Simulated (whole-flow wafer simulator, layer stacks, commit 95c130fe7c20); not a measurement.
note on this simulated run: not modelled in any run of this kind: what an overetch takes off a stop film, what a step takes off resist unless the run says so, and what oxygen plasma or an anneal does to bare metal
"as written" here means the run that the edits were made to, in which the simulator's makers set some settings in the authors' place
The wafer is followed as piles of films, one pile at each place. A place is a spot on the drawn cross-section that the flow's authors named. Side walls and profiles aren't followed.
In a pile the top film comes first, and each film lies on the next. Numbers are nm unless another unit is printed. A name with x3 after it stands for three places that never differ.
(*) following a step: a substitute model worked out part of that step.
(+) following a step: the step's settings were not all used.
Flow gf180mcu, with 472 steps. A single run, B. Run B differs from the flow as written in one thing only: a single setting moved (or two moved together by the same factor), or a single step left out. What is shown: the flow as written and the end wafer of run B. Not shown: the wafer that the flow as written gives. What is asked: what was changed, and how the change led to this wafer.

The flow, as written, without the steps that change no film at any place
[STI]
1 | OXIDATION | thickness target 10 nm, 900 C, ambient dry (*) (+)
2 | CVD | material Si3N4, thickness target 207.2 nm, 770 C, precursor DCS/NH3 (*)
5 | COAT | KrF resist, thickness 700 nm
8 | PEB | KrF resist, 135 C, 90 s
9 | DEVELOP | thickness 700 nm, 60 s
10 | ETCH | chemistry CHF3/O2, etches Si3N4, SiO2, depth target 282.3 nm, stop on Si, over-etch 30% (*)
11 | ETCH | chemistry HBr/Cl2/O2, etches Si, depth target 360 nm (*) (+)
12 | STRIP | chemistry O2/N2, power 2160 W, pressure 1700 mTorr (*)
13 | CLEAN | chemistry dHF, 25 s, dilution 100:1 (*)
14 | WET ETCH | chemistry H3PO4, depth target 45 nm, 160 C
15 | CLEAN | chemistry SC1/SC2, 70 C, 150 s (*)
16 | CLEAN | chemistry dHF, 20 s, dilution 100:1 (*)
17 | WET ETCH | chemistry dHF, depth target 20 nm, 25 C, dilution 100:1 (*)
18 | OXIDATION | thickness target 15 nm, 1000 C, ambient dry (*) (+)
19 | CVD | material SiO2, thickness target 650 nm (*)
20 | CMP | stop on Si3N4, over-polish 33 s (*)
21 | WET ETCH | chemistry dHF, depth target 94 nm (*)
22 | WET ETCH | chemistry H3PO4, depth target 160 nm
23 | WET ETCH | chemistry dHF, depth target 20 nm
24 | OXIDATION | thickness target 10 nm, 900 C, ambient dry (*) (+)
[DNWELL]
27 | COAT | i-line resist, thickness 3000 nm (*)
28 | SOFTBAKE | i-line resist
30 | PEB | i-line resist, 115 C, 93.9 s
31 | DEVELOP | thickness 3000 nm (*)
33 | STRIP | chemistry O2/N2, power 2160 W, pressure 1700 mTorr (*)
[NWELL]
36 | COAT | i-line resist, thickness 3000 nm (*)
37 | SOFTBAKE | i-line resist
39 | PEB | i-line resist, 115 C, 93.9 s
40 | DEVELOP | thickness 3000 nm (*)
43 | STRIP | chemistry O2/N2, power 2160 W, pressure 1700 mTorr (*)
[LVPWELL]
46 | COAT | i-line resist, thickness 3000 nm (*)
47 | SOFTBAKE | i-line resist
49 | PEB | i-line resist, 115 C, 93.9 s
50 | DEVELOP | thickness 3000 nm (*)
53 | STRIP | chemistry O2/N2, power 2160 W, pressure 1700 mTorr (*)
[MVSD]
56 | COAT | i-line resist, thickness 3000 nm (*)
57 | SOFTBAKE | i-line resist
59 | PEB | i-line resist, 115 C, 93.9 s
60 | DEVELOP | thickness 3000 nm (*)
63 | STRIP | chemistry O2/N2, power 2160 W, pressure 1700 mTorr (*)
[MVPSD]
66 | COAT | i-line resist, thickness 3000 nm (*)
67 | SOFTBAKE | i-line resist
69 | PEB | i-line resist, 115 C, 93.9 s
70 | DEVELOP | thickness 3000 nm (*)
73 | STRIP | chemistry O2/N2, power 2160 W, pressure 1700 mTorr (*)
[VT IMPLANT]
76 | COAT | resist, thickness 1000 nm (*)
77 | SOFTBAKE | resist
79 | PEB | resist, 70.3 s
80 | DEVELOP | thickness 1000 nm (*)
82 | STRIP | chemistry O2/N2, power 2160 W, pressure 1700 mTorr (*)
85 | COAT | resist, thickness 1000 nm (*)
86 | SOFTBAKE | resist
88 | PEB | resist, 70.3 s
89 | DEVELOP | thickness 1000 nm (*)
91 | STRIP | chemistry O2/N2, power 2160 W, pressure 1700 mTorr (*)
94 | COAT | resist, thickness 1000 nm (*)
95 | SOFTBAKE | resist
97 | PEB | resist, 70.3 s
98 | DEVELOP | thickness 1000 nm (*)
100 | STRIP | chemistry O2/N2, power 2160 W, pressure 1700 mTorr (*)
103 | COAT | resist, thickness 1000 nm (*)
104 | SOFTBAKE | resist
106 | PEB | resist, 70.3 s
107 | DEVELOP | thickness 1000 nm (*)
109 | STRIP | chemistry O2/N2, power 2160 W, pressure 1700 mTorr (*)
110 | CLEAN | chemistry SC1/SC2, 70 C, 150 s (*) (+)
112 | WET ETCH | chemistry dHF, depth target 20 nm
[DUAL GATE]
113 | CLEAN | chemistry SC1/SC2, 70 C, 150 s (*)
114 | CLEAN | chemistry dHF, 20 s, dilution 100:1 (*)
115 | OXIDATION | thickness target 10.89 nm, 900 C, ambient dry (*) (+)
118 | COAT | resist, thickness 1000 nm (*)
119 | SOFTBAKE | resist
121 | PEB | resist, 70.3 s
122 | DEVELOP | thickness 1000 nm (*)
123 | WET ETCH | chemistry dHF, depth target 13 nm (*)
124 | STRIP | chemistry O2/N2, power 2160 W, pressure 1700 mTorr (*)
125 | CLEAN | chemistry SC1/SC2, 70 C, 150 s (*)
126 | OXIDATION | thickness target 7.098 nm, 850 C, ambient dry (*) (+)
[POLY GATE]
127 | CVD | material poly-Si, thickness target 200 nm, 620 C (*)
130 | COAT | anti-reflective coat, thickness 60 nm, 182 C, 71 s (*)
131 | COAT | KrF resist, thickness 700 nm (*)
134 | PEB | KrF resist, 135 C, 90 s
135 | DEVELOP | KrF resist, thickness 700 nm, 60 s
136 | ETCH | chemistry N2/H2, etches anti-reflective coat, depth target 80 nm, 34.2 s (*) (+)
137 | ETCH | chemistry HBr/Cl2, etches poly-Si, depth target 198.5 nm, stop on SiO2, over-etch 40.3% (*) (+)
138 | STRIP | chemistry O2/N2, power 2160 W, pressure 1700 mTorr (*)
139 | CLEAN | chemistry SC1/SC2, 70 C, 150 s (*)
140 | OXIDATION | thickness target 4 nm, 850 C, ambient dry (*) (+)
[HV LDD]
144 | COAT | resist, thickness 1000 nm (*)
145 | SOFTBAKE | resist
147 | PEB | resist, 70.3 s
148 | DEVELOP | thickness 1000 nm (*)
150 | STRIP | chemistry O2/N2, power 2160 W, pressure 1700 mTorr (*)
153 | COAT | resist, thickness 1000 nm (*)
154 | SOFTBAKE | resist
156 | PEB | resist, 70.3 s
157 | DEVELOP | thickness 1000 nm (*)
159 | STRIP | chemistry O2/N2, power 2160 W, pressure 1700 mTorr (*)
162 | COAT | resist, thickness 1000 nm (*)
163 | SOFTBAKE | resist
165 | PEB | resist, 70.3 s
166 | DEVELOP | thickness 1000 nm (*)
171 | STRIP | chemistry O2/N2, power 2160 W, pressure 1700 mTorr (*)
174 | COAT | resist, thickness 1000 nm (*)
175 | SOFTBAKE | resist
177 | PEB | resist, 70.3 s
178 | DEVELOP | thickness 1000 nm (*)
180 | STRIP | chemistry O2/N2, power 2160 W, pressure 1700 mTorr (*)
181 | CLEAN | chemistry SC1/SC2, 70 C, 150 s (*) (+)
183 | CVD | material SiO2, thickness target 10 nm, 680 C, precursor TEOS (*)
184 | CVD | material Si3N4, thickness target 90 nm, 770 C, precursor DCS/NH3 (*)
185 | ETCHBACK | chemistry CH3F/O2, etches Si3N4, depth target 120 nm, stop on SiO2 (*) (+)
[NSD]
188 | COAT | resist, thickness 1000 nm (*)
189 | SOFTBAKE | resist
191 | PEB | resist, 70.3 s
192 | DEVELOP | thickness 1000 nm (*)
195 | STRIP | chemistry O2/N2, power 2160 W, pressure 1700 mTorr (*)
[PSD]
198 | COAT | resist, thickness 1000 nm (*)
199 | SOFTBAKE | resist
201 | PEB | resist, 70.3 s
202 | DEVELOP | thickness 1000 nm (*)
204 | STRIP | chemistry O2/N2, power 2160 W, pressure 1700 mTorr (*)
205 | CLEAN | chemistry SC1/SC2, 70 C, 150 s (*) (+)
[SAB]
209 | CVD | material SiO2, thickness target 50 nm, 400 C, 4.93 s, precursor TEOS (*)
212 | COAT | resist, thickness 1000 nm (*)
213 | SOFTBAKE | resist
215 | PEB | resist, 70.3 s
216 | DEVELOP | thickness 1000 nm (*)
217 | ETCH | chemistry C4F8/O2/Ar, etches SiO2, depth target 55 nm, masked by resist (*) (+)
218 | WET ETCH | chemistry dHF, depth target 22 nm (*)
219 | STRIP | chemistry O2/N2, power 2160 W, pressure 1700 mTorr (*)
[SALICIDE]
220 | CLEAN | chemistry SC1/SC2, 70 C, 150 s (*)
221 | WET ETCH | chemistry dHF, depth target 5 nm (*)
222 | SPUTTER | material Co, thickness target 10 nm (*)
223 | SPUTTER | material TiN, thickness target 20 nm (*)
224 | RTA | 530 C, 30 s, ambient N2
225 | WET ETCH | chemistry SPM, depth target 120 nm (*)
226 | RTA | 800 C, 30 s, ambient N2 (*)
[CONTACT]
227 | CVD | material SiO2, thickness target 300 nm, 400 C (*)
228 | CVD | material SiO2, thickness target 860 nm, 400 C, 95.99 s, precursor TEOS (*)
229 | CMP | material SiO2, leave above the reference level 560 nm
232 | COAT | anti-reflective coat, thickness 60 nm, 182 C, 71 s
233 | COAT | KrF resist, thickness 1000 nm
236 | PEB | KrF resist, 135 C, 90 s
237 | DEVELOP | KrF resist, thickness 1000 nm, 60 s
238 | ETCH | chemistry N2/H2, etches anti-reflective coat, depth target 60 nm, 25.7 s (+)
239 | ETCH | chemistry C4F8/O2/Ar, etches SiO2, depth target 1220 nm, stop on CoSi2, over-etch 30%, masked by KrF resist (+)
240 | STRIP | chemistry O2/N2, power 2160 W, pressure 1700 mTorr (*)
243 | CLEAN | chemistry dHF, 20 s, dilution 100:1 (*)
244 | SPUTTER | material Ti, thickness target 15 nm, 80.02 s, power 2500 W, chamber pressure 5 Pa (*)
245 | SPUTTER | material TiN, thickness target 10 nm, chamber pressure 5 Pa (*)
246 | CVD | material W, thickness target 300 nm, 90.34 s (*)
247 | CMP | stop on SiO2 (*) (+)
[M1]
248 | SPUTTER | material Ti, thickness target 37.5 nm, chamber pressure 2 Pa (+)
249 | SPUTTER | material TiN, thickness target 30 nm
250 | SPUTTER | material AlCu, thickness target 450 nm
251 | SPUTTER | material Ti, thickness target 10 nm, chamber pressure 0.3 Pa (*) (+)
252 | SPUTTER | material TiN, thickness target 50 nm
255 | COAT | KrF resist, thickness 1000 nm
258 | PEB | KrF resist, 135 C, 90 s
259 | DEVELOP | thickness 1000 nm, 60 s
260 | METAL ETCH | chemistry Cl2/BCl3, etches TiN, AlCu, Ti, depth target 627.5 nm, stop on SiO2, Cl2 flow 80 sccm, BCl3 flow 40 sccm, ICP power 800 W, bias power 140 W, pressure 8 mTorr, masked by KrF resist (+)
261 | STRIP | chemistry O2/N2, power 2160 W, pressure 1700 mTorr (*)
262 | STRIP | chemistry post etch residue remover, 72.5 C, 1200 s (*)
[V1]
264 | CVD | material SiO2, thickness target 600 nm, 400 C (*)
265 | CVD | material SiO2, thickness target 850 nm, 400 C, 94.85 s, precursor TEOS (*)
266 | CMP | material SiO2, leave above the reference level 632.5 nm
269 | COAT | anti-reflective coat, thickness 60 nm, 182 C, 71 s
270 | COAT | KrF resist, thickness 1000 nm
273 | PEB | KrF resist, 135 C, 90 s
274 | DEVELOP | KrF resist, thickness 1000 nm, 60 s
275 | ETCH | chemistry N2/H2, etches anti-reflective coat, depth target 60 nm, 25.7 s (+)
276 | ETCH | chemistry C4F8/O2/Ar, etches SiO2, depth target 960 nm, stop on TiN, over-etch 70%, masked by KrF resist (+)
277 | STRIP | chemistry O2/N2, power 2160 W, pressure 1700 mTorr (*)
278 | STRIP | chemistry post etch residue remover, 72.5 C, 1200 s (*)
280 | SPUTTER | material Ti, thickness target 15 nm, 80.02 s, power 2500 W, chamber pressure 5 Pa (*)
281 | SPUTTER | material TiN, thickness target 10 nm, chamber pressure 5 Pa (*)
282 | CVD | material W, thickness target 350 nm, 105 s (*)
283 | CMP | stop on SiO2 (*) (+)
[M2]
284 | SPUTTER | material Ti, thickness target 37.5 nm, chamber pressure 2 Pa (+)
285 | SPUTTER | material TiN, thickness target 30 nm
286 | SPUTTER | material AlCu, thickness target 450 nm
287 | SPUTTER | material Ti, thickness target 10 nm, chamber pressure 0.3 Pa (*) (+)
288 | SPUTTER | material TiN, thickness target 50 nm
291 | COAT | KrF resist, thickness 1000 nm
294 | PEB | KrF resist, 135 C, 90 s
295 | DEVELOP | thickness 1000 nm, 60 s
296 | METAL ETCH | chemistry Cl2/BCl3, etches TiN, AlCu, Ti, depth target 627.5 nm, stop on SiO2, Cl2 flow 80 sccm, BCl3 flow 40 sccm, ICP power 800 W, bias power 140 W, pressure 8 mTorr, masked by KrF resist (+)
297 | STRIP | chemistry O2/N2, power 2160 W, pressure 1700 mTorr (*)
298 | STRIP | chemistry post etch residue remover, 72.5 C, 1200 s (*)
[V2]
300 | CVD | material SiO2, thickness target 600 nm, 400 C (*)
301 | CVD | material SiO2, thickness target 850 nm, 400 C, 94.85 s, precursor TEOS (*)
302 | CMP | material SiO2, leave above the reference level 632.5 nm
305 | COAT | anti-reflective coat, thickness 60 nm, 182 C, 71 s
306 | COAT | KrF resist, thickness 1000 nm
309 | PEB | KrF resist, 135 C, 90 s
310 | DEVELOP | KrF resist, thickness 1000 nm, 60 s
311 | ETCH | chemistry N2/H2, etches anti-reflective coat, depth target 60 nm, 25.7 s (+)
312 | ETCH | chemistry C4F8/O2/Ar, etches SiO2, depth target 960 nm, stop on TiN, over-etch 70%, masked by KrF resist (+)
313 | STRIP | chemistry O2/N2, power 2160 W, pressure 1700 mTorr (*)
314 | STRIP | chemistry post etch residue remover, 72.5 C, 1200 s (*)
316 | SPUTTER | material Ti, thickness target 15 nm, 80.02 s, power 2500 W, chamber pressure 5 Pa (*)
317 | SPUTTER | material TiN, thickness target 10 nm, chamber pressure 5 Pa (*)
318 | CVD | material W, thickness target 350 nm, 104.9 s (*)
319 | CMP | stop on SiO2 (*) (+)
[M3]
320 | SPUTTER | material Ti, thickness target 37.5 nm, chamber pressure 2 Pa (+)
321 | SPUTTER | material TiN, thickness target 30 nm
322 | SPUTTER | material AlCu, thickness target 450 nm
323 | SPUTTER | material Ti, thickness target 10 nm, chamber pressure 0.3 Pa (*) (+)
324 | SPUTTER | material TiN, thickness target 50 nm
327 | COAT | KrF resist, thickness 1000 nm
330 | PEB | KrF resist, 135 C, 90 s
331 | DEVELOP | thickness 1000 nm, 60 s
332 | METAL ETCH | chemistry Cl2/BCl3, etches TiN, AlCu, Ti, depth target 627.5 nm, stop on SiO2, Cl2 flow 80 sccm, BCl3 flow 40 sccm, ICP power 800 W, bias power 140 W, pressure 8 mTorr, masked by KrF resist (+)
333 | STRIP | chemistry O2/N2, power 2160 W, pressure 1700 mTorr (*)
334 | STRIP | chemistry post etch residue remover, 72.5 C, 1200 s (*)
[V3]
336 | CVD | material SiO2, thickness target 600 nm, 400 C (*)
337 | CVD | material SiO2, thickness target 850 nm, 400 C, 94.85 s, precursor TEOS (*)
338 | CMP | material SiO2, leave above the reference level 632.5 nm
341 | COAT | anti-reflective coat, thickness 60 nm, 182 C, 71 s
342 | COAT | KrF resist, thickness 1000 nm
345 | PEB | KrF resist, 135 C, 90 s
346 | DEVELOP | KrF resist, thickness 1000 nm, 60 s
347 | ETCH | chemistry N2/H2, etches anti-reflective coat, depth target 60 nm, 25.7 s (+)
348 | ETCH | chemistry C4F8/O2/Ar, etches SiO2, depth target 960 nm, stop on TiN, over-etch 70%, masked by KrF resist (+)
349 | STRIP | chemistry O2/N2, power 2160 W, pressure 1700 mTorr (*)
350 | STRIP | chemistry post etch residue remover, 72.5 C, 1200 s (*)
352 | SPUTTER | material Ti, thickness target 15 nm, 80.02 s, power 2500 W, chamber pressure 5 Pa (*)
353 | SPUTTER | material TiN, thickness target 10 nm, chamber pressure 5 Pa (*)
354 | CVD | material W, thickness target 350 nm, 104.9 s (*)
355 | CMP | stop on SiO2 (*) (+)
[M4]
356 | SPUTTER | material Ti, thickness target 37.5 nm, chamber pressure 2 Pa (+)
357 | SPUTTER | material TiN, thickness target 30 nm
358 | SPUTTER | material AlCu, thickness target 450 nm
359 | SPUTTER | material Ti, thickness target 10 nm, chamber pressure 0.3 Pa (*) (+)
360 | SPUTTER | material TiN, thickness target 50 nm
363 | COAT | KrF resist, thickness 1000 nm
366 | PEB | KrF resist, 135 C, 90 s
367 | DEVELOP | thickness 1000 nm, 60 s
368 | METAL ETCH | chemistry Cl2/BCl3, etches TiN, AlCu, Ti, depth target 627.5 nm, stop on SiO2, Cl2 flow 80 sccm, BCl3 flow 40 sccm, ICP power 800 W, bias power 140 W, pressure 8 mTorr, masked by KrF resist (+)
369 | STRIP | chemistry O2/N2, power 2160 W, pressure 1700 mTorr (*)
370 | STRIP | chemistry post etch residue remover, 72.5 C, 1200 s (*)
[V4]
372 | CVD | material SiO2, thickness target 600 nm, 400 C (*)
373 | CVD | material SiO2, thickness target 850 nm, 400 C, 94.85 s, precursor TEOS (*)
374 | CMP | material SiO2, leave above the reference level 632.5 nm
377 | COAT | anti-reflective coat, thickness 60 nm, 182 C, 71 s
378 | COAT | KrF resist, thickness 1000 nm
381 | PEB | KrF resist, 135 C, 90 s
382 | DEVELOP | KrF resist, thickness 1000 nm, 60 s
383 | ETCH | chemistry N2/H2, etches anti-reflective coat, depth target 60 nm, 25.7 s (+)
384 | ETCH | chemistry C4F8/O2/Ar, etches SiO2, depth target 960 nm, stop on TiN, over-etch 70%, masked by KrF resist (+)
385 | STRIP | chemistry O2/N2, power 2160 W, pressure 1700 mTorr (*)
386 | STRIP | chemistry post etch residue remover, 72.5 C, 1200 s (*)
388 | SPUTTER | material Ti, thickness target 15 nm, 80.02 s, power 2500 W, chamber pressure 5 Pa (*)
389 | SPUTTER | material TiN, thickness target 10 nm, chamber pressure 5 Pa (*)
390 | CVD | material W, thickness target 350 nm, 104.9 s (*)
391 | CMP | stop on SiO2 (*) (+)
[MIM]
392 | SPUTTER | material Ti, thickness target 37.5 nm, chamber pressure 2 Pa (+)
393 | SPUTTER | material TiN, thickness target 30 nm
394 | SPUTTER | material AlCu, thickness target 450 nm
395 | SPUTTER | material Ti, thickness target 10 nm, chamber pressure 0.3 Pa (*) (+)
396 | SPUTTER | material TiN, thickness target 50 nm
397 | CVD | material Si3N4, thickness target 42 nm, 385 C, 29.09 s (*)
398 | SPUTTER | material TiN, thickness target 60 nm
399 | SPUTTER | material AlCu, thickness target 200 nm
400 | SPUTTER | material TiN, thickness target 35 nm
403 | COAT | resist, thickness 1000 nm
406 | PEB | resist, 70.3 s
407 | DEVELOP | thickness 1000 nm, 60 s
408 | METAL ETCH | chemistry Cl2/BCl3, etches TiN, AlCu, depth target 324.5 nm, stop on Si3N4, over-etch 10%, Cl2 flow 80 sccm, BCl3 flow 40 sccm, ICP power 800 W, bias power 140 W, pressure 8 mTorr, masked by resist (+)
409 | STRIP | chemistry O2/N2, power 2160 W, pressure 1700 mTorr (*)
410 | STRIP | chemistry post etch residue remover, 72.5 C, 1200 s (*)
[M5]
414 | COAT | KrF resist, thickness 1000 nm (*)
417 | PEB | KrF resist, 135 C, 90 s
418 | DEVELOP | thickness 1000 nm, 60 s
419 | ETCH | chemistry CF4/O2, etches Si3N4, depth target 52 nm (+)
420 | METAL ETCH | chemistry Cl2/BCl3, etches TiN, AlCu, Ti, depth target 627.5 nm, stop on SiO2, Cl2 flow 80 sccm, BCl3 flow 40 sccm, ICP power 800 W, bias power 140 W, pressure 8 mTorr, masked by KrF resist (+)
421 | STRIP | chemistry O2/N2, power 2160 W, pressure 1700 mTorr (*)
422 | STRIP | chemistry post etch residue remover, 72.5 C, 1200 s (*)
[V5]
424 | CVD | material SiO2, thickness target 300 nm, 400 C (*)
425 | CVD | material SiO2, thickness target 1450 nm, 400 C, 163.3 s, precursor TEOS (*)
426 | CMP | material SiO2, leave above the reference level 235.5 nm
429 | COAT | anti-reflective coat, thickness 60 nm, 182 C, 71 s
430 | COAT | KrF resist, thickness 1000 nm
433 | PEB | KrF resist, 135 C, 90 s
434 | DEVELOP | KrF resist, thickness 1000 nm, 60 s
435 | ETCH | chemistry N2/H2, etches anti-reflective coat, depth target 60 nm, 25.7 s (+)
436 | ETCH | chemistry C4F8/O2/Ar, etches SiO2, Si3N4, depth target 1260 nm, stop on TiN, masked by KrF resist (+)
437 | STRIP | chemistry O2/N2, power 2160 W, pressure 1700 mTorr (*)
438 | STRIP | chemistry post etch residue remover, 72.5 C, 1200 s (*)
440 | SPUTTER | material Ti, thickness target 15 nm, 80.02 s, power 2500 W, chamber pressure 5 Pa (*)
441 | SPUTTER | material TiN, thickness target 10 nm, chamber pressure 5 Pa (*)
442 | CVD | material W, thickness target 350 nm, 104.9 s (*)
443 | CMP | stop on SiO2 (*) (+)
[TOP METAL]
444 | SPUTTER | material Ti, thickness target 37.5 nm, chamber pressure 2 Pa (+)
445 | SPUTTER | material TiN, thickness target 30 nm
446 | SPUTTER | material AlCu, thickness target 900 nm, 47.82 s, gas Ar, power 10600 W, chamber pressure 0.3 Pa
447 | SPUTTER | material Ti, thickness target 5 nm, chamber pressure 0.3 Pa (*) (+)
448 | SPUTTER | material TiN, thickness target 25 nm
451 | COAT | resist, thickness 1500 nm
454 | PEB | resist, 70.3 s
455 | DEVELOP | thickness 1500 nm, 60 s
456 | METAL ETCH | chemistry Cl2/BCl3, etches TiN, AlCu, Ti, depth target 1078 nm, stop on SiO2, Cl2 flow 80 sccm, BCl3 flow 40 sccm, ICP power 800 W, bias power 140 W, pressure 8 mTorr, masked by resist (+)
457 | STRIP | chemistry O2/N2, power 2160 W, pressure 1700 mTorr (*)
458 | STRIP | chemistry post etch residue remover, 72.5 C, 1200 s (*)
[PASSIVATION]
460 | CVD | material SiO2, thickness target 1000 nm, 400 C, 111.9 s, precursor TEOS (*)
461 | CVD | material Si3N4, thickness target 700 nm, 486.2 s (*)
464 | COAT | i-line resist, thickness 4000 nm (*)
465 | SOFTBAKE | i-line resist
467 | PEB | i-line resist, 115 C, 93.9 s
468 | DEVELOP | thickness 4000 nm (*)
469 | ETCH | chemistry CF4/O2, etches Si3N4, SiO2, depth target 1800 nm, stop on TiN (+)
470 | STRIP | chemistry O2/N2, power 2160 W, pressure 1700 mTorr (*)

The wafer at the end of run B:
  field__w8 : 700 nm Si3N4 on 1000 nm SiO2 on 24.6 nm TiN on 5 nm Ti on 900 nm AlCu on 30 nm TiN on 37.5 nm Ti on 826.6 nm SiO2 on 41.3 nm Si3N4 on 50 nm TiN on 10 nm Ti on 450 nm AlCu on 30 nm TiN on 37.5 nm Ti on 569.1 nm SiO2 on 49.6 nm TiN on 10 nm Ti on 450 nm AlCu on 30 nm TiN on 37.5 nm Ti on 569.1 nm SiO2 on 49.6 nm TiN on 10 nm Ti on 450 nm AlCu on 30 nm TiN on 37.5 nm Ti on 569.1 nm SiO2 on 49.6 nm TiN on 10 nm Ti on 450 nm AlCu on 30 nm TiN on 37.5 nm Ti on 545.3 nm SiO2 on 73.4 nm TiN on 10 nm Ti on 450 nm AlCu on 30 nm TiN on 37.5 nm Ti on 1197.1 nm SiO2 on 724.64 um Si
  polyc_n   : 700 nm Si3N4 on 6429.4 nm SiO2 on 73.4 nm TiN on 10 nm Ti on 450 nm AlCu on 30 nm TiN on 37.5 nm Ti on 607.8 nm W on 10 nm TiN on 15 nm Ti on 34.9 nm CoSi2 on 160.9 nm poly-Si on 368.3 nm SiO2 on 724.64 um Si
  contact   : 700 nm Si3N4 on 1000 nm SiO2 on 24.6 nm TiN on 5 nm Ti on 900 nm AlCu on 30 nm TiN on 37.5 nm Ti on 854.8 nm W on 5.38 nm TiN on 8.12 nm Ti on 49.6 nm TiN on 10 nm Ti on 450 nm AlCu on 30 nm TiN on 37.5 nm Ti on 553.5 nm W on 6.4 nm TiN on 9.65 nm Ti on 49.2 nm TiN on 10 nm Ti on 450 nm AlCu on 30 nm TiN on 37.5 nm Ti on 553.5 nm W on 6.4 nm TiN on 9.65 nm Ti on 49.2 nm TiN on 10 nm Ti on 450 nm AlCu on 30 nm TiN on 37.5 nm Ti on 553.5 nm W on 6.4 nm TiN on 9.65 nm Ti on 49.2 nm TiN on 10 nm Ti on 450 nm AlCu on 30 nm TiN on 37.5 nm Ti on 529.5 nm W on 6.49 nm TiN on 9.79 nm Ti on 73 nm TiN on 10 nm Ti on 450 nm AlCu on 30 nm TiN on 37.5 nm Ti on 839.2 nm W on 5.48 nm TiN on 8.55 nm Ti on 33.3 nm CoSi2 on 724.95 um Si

Cause: step 252, SPUTTER: thickness target 73.8 nm was run, though the flow has thickness target 50 nm.

The path from the change to this, step by step:
  252 | SPUTTER | material TiN, thickness target 50 nm
      field, field__w1, field__w2 and 108 more: +73.8 TiN (new film) (as written it would have been: +50 TiN (new film))
  260 | METAL ETCH | chemistry Cl2/BCl3, etches TiN, AlCu, Ti, depth target 627.5 nm, stop on SiO2, Cl2 flow 80 sccm, BCl3 flow 40 sccm, ICP power 800 W, bias power 140 W, pressure 8 mTorr, masked by KrF resist (+)
      field, field__w1, field__w2 and 99 more: -73.8 TiN (all of it), -10 Ti (all of it), -450 AlCu (all of it), -30 TiN (all of it), -37.5 Ti (all of it) (as written it would have been: -50 TiN (all of it), -10 Ti (all of it), -450 AlCu (all of it), -30 TiN (all of it), -37.5 Ti (all of it))
  266 | CMP | material SiO2, leave above the reference level 632.5 nm
      field__w8, contact, m1 and 6 more: -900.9 SiO2 (as written it would have been: -877.1 SiO2)
  276 | ETCH | chemistry C4F8/O2/Ar, etches SiO2, depth target 960 nm, stop on TiN, over-etch 70%, masked by KrF resist (+)
      field, field__w1, field__w2 and 107 more: -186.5 KrF resist (as written it would have been: -192 KrF resist)
      contact: -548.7 SiO2 (all of it) (as written it would have been: -572.5 SiO2 (all of it))
  282 | CVD | material W, thickness target 350 nm, 105 s (*)
      contact: +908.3 W (new film) (as written it would have been: +932.3 W (new film))
